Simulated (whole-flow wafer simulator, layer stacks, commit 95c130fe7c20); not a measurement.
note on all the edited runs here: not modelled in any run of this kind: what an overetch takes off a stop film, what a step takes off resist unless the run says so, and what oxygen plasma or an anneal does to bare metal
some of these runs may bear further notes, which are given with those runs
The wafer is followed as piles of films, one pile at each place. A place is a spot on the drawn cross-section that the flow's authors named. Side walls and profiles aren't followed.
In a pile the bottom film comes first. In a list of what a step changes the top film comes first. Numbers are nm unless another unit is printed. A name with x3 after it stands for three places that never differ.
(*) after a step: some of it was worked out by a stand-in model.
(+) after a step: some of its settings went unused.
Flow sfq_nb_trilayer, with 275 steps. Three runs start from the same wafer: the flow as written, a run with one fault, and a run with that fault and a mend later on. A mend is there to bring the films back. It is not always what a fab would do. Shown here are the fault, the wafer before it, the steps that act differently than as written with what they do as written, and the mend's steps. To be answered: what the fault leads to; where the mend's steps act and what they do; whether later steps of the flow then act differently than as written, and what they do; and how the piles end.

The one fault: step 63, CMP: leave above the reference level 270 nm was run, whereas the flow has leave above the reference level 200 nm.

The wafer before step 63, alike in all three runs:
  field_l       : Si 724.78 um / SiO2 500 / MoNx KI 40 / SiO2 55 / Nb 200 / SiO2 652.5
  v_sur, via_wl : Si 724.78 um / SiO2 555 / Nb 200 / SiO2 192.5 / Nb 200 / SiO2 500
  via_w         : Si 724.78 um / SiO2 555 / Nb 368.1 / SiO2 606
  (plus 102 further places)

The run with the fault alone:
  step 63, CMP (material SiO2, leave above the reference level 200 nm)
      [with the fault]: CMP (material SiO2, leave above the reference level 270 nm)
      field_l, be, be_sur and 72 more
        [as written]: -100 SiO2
        [with the fault]: -30 SiO2
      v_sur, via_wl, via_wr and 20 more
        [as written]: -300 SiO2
        [with the fault]: -230 SiO2
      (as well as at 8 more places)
  Later steps of the flow acting differently than as written (4 more steps, not shown, differ only slightly: by at most 2% or 0.5 nm, whichever is larger):
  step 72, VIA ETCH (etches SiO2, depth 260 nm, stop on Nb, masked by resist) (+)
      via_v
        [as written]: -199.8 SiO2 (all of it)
        [with the fault]: -260 SiO2
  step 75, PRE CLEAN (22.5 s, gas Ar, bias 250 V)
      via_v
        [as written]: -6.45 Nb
        [with the fault]: -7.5 SiO2
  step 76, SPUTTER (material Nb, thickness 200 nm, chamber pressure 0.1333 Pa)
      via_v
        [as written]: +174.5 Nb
        [with the fault]: +163.1 Nb (new film)
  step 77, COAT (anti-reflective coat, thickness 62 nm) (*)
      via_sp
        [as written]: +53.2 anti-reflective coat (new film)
        [with the fault]: +51.9 anti-reflective coat (new film)
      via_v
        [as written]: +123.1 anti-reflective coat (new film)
        [with the fault]: +136.1 anti-reflective coat (new film)
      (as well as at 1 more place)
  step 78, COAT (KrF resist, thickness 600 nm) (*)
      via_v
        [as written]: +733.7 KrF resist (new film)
        [with the fault]: +783.4 KrF resist (new film)
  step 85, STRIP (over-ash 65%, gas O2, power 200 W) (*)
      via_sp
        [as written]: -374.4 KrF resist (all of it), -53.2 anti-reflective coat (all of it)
        [with the fault]: -370.4 KrF resist (all of it), -51.9 anti-reflective coat (all of it)
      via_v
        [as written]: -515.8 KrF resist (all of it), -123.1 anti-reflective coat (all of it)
        [with the fault]: -565.3 KrF resist (all of it), -136.1 anti-reflective coat (all of it)
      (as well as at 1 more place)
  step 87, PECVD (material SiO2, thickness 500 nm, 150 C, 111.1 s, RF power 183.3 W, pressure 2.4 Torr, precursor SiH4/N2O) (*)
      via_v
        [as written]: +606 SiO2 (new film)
        [with the fault]: +678.7 SiO2 (new film)
  By the end, the piles at field_l, v_sur, via_wl and 103 more depart from the flow's by more than 2% or 0.5 nm, whichever is larger.
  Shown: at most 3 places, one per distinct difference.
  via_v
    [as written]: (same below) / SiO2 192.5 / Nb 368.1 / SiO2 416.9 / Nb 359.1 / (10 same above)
    [with the fault]: (same below) / SiO2 192.5 / Nb 200 / SiO2 2.35 / Nb 163.1 / SiO2 489.6 / Nb 359.1 / (10 same above)
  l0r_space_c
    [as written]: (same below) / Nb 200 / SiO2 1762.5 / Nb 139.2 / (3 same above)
    [with the fault]: (same below) / Nb 200 / SiO2 1832.5 / Nb 139.2 / (3 same above)
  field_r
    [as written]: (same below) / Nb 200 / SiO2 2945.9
    [with the fault]: (same below) / Nb 200 / SiO2 3015.9

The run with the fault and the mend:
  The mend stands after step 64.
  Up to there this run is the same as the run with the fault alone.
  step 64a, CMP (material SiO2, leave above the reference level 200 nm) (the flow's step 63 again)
      field_l, v_sur, via_wl and 103 more
        -70 SiO2
  Every later step of the flow that is run acts as written at every place that is followed.
  The piles end the same as the flow's at every place that both follow.
